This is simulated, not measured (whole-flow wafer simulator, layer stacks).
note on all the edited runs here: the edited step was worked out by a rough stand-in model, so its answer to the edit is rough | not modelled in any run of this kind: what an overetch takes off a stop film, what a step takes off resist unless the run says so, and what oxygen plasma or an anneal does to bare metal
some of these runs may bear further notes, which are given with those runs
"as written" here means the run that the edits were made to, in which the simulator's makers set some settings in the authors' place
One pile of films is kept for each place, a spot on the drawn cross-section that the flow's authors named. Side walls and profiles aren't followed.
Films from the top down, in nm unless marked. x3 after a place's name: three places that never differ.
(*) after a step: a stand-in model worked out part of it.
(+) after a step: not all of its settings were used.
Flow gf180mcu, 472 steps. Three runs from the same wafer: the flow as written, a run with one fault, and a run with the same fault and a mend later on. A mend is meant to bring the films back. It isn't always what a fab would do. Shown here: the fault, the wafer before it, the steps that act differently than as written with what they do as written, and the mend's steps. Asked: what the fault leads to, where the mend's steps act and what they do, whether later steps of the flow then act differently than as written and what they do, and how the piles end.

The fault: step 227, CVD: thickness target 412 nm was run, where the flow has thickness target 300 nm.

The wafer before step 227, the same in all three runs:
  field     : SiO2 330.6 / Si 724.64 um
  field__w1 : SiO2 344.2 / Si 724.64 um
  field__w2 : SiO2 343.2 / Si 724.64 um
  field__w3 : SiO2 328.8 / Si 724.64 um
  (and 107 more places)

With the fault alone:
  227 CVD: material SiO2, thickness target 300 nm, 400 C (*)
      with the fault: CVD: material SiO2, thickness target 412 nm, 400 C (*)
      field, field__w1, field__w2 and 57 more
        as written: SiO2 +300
        with the fault: SiO2 +412
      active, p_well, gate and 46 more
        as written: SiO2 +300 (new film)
        with the fault: SiO2 +412 (new film)
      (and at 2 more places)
  Later steps of the flow that act differently than as written (2 more steps differ only slightly, by at most 2% or 0.5 nm, whichever is larger, and aren't shown):
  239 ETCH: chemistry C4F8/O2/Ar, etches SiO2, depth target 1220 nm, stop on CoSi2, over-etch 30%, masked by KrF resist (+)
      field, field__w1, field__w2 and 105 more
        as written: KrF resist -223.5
        with the fault: KrF resist -244
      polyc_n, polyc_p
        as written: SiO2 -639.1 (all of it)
        with the fault: SiO2 -751.1 (all of it)
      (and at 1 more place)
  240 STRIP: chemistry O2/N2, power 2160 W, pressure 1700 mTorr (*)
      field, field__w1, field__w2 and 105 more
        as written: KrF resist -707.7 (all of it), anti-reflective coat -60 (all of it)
        with the fault: KrF resist -687.2 (all of it), anti-reflective coat -60 (all of it)
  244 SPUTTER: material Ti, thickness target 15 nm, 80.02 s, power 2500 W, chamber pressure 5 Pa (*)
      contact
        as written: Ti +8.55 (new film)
        with the fault: Ti +8.01 (new film)
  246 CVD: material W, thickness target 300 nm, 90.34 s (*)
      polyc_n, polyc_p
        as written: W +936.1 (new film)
        with the fault: W +1048.1 (new film)
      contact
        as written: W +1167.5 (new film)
        with the fault: W +1280.4 (new film)
  At the end the piles differ from the flow's by more than 2% or 0.5 nm, whichever is larger, at field__w8, contact, m1 and 6 more.
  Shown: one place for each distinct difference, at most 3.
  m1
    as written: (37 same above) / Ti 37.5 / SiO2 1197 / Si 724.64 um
    with the fault: (37 same above) / Ti 37.5 / SiO2 1309 / Si 724.64 um
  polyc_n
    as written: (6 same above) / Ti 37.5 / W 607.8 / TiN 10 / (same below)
    with the fault: (6 same above) / Ti 37.5 / W 719.8 / TiN 10 / (same below)
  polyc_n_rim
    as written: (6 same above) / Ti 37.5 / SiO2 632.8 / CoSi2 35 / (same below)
    with the fault: (6 same above) / Ti 37.5 / SiO2 744.8 / CoSi2 35 / (same below)

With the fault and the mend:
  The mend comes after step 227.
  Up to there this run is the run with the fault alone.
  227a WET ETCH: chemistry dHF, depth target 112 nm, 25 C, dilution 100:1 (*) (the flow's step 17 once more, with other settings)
      field, field__w1, field__w2 and 108 more
        SiO2 -112
  No later step of the flow acts differently than as written, at any place that is followed, by more than 2% or 0.5 nm, whichever is larger.
  At the end the piles are the same as the flow's at every place that both follow.
